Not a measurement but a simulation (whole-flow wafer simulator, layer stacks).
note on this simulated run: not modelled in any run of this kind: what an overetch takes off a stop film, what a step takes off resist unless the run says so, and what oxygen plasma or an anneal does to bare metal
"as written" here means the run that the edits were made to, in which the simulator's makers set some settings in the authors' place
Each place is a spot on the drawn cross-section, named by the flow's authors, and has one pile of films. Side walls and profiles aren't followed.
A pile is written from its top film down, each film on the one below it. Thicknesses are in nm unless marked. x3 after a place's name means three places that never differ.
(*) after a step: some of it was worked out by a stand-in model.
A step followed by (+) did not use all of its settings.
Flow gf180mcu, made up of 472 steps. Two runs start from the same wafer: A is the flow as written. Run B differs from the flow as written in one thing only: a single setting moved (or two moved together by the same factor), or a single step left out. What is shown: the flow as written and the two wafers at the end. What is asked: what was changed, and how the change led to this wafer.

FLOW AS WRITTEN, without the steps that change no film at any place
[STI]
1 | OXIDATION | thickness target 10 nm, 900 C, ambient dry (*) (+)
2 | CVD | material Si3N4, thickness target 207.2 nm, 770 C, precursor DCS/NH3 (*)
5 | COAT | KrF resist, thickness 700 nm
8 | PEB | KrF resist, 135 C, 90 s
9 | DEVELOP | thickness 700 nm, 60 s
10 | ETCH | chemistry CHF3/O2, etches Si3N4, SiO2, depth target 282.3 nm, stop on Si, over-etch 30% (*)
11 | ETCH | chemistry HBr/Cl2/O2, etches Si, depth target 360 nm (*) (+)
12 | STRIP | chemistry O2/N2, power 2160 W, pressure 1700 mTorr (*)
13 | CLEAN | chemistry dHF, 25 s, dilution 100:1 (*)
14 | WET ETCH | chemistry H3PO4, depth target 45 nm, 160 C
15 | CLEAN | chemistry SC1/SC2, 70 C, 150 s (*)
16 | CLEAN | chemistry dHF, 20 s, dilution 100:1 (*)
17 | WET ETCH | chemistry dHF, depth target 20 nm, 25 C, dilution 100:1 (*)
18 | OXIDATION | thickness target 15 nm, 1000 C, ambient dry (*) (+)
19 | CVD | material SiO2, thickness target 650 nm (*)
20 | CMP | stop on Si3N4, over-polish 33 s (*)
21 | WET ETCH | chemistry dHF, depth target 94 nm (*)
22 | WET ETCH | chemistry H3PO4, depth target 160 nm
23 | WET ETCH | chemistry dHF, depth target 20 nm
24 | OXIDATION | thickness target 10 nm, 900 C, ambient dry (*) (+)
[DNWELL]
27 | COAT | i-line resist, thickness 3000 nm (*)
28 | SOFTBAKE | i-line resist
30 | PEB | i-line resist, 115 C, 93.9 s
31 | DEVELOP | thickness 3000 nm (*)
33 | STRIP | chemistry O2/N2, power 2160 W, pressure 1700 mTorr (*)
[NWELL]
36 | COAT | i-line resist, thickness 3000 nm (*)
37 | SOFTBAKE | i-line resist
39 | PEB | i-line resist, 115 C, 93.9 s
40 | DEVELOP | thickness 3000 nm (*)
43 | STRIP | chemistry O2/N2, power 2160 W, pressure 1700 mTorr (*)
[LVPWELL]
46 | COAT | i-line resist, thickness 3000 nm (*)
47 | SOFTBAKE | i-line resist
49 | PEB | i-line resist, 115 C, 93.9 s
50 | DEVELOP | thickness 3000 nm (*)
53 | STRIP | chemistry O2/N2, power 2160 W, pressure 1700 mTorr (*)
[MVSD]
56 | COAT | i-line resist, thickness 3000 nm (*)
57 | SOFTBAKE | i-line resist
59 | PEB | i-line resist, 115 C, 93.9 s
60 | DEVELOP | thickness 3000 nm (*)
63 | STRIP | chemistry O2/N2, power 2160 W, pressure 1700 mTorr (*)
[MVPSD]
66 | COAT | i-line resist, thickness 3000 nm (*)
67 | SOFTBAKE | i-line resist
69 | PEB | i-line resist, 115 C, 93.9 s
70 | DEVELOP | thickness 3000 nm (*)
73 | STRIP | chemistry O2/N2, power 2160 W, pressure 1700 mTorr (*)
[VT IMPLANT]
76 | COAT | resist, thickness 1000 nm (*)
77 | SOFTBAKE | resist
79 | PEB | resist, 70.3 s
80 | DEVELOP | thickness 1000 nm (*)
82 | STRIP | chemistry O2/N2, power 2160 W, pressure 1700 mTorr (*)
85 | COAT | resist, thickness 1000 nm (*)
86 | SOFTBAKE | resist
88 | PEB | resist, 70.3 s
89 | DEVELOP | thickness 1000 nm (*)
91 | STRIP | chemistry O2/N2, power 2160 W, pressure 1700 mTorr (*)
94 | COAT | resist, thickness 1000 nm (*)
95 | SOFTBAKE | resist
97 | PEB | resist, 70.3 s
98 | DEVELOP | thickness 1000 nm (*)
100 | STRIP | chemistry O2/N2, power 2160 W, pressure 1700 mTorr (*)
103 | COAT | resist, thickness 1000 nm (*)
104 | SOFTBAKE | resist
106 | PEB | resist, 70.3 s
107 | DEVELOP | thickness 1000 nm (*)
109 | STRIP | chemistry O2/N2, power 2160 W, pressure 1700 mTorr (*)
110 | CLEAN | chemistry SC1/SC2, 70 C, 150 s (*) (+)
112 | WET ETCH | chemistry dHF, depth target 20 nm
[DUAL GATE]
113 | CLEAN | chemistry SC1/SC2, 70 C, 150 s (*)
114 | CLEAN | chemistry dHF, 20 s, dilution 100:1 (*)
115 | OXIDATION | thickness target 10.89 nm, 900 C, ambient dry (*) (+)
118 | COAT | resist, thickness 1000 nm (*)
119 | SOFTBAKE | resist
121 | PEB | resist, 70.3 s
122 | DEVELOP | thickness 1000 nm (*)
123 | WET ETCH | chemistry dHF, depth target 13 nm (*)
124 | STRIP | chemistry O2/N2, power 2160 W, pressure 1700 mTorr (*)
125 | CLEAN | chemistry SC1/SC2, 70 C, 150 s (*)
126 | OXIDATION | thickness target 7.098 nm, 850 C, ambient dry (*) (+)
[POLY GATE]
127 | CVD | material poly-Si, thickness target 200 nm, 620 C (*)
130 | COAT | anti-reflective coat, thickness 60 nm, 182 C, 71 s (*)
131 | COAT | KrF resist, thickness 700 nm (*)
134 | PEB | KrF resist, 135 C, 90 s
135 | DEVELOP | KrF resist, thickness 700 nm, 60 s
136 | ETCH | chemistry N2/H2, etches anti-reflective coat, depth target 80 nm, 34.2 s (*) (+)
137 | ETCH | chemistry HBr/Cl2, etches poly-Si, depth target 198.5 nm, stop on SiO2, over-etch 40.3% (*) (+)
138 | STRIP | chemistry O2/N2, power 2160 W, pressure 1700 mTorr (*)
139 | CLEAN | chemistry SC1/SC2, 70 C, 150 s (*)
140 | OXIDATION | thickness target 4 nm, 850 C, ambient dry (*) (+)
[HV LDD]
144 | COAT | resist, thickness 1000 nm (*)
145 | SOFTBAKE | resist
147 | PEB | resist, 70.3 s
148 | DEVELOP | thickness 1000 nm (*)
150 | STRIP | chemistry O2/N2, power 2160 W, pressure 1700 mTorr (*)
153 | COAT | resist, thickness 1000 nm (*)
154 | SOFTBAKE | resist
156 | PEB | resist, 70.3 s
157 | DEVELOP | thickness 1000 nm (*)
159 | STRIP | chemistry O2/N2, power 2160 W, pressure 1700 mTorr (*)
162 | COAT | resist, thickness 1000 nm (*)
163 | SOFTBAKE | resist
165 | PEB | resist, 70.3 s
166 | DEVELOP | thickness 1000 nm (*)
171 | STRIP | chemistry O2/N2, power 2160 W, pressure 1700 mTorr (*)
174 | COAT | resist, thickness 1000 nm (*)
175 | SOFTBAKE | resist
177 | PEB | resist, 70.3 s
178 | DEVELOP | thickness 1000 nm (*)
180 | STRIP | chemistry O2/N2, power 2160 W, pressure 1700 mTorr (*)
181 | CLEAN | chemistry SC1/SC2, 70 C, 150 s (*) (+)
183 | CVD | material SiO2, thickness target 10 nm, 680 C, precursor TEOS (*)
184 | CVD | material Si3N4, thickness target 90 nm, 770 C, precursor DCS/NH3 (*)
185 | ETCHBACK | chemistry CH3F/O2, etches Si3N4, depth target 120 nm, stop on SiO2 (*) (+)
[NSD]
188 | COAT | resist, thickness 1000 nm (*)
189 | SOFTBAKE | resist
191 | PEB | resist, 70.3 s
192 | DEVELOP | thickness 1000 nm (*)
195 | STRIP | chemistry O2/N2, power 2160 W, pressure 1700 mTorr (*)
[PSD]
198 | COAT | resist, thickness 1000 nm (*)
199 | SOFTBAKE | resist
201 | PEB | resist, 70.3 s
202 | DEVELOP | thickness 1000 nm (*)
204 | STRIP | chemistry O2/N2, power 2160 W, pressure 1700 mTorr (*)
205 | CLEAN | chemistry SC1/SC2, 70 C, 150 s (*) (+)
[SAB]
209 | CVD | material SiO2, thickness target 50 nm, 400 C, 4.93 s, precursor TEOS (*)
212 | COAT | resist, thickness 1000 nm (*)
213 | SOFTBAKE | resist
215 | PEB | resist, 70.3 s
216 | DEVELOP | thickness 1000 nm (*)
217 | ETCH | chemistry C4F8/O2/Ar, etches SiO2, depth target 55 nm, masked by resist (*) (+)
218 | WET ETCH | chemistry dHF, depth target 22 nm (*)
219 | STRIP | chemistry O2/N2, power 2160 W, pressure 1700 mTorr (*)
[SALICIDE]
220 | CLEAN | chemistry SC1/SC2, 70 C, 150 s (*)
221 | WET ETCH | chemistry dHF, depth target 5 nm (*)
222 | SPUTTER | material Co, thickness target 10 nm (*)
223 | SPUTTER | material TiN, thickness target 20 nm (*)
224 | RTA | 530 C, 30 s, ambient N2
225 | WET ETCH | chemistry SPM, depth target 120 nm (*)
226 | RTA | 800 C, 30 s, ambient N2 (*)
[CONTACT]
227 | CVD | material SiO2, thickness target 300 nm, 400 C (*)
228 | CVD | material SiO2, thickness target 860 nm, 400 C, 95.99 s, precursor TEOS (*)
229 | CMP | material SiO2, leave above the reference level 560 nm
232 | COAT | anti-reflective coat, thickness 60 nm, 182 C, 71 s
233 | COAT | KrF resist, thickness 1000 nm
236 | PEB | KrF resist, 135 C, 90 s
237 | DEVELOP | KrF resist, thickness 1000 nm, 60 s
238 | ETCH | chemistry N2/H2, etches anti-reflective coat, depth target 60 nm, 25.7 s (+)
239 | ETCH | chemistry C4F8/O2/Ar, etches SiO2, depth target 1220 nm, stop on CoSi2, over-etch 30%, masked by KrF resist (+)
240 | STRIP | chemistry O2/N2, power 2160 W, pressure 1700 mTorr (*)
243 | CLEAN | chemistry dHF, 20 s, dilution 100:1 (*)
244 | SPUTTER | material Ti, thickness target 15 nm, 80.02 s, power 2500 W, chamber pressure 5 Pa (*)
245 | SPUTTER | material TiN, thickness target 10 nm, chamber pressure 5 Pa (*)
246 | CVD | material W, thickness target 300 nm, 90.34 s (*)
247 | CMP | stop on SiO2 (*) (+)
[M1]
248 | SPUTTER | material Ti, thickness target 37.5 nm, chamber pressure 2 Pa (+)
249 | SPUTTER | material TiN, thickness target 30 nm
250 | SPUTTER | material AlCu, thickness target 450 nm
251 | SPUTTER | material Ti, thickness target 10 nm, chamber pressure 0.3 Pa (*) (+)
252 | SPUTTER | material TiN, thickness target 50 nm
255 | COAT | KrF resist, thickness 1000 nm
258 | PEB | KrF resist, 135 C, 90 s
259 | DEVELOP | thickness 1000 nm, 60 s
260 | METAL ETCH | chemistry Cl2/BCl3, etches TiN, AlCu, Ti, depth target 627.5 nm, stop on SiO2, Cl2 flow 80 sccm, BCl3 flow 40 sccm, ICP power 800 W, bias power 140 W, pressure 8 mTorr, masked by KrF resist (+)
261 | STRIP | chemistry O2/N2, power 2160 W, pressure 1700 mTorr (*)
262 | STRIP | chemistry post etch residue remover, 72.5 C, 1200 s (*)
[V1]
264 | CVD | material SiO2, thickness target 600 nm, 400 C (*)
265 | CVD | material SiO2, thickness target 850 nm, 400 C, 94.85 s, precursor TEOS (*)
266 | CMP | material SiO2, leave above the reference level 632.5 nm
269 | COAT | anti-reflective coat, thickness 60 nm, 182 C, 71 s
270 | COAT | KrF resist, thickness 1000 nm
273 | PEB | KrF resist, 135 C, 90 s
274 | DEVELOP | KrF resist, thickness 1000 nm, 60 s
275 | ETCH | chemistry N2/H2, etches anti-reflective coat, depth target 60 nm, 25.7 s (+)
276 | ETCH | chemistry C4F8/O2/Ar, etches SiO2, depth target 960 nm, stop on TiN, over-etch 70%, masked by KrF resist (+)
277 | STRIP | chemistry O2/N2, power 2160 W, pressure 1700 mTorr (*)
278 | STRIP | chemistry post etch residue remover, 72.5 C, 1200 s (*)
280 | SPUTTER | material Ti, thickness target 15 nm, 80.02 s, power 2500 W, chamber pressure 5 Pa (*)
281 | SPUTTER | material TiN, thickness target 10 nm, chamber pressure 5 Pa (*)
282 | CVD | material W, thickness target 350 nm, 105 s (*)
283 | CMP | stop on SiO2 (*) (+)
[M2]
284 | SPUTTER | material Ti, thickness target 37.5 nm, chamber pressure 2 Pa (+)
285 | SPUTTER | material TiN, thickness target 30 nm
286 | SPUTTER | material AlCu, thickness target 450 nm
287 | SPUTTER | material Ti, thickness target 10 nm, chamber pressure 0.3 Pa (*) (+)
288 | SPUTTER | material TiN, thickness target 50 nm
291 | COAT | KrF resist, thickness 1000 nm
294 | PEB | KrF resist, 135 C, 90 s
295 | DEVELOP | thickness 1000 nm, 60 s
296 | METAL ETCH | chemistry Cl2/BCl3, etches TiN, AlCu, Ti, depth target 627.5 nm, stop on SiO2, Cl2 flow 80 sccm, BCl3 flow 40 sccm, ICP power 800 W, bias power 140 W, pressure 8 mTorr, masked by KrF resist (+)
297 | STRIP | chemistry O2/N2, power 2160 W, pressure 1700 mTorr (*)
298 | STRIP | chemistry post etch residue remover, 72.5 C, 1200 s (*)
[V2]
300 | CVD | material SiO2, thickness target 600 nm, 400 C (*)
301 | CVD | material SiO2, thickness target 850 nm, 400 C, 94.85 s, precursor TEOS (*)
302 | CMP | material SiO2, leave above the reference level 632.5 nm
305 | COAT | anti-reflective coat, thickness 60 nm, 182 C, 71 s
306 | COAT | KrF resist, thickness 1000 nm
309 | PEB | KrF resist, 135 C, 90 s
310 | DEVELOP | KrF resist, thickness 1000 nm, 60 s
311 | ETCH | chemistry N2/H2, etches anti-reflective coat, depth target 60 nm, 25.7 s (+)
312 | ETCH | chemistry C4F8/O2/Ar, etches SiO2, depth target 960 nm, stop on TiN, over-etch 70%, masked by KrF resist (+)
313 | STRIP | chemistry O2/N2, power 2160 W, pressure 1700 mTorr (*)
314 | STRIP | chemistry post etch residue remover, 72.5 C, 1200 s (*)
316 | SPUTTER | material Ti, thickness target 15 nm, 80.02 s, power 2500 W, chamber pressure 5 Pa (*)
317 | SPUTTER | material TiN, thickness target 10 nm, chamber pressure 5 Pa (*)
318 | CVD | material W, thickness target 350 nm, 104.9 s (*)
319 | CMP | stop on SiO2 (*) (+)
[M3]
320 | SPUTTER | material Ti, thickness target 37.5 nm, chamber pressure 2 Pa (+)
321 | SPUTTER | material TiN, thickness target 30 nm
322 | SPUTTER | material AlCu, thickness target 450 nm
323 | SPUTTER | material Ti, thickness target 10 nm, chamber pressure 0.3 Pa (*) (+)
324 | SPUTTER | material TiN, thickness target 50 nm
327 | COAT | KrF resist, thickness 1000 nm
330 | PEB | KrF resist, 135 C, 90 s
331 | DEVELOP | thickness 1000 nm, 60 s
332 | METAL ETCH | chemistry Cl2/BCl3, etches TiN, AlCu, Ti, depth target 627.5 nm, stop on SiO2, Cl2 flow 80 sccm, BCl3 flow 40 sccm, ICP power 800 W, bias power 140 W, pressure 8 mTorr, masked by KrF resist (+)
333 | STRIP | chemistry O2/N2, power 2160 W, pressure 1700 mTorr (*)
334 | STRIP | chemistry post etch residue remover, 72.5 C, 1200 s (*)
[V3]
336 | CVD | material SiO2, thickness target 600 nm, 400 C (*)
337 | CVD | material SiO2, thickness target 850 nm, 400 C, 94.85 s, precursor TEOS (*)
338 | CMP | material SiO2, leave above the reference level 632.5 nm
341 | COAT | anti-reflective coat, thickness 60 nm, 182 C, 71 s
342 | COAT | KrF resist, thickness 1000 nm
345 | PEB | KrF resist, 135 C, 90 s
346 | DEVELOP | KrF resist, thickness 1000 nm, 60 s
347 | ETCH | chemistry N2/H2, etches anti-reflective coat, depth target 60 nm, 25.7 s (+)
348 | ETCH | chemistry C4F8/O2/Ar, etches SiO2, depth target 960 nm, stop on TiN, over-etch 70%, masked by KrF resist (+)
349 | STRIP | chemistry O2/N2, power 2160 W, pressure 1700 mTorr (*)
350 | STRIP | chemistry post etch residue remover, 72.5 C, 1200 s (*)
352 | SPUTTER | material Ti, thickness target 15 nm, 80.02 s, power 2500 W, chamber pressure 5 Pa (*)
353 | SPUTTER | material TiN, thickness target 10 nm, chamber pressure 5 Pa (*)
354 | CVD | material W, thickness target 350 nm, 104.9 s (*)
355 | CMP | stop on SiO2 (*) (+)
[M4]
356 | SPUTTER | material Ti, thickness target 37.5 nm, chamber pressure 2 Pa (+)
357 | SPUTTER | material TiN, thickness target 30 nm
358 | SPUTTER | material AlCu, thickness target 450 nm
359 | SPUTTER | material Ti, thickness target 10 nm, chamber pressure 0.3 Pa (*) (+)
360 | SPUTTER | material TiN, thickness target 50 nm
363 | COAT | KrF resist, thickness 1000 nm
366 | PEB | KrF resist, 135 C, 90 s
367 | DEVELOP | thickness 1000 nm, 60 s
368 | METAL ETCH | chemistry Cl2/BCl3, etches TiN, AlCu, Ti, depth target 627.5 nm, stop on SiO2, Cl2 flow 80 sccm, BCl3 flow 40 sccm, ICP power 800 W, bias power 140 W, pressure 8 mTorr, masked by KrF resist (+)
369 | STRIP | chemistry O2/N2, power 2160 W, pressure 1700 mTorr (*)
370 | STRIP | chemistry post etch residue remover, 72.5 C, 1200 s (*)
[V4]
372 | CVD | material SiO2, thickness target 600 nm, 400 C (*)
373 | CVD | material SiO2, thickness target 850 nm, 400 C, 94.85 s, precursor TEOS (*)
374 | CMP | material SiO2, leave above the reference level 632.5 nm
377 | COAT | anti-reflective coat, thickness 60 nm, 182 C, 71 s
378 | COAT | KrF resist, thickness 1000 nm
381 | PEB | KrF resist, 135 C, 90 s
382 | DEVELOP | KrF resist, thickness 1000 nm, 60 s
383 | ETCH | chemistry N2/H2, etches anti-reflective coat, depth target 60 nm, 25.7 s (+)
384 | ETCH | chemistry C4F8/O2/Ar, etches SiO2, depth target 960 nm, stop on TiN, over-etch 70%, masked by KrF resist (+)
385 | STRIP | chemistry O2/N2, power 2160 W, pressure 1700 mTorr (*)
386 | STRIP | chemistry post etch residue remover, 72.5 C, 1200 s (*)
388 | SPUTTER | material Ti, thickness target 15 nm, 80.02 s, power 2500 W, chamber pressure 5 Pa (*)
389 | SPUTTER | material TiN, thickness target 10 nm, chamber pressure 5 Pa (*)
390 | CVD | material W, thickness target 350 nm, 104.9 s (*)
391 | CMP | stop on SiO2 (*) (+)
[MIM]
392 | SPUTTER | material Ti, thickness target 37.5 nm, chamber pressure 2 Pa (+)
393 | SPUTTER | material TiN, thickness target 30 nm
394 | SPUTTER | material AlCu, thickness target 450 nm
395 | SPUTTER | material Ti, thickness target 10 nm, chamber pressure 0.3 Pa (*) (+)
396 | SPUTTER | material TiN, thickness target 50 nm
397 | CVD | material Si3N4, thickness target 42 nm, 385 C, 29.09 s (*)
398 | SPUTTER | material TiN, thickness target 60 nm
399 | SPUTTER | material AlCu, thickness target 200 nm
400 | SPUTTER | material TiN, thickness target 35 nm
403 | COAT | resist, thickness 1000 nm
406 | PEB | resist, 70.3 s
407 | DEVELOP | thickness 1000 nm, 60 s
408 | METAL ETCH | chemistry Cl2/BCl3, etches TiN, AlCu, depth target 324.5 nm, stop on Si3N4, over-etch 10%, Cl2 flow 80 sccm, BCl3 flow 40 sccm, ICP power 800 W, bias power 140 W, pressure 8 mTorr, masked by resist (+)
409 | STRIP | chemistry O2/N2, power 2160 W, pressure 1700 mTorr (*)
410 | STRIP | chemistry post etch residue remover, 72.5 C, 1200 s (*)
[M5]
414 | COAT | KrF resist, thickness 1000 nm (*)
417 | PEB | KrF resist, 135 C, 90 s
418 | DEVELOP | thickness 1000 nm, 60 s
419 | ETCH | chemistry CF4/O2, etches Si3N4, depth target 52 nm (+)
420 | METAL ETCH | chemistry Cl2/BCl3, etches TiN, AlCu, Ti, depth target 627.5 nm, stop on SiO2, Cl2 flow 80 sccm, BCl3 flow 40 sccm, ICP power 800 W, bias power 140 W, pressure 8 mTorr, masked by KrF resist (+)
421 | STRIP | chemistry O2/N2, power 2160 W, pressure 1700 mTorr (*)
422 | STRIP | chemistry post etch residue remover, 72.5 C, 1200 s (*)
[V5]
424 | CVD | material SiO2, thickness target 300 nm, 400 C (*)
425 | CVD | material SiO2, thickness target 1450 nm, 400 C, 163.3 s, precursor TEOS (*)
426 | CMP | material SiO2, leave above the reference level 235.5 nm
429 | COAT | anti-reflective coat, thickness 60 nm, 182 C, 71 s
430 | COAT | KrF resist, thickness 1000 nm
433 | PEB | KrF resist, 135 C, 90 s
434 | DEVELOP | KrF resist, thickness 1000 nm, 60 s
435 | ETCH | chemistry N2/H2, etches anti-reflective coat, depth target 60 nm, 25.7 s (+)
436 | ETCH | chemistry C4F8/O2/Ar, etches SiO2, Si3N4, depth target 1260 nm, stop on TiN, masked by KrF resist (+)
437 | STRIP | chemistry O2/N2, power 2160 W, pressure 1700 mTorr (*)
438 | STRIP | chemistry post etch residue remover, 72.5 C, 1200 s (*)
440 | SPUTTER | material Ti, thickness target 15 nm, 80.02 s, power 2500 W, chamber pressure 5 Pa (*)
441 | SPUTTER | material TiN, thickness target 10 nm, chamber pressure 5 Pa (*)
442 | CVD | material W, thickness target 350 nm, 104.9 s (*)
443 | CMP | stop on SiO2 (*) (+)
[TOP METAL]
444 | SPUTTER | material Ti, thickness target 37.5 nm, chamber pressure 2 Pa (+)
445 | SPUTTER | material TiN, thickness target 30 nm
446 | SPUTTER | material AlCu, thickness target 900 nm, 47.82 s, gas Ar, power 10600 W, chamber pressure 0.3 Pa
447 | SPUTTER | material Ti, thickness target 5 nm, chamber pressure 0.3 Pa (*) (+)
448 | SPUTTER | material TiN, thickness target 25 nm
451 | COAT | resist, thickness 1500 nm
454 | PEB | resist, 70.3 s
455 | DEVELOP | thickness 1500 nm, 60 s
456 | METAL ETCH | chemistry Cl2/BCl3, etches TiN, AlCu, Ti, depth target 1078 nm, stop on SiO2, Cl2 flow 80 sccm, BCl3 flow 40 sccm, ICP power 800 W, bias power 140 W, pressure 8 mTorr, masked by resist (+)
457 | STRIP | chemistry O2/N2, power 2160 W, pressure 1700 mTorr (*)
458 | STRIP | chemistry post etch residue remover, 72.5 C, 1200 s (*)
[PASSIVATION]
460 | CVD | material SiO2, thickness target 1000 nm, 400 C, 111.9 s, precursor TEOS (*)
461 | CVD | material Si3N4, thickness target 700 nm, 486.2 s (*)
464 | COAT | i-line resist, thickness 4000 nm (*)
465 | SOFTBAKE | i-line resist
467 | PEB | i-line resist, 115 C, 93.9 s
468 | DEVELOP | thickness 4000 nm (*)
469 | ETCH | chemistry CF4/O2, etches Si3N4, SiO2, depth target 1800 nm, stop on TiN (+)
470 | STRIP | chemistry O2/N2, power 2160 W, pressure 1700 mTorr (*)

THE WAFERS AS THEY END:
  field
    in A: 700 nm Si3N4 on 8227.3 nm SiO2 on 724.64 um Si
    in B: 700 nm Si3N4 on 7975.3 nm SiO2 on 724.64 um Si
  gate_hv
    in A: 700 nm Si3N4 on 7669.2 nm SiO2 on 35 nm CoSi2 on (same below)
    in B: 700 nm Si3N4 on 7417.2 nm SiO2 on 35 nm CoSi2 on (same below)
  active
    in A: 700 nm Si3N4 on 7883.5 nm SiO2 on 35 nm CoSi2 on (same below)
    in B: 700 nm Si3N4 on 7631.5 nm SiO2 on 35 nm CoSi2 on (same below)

What caused this: step 250, SPUTTER: thickness target 198 nm was run, whereas the flow has thickness target 450 nm.

Step by step, how the change led to this:
  250 | SPUTTER | material AlCu, thickness target 450 nm
      field, field__w1, field__w2 and 108 more: A +450 AlCu (new film) | B +198 AlCu (new film)
  260 | METAL ETCH | chemistry Cl2/BCl3, etches TiN, AlCu, Ti, depth target 627.5 nm, stop on SiO2, Cl2 flow 80 sccm, BCl3 flow 40 sccm, ICP power 800 W, bias power 140 W, pressure 8 mTorr, masked by KrF resist (+)
      field, field__w1, field__w2 and 99 more: A -50 TiN (all of it), -10 Ti (all of it), -450 AlCu (all of it), -30 TiN (all of it), -37.5 Ti (all of it) | B -50 TiN (all of it), -10 Ti (all of it), -198 AlCu (all of it), -30 TiN (all of it), -37.5 Ti (all of it)
      field__w8, contact, m1 and 6 more: A -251 KrF resist | B -195.3 KrF resist
  261 | STRIP | chemistry O2/N2, power 2160 W, pressure 1700 mTorr (*)
      field__w8, contact, m1 and 6 more: A -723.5 KrF resist (all of it) | B -779.2 KrF resist (all of it)
  266 | CMP | material SiO2, leave above the reference level 632.5 nm
      field, field__w1, field__w2 and 99 more: A -300 SiO2 | B -552 SiO2
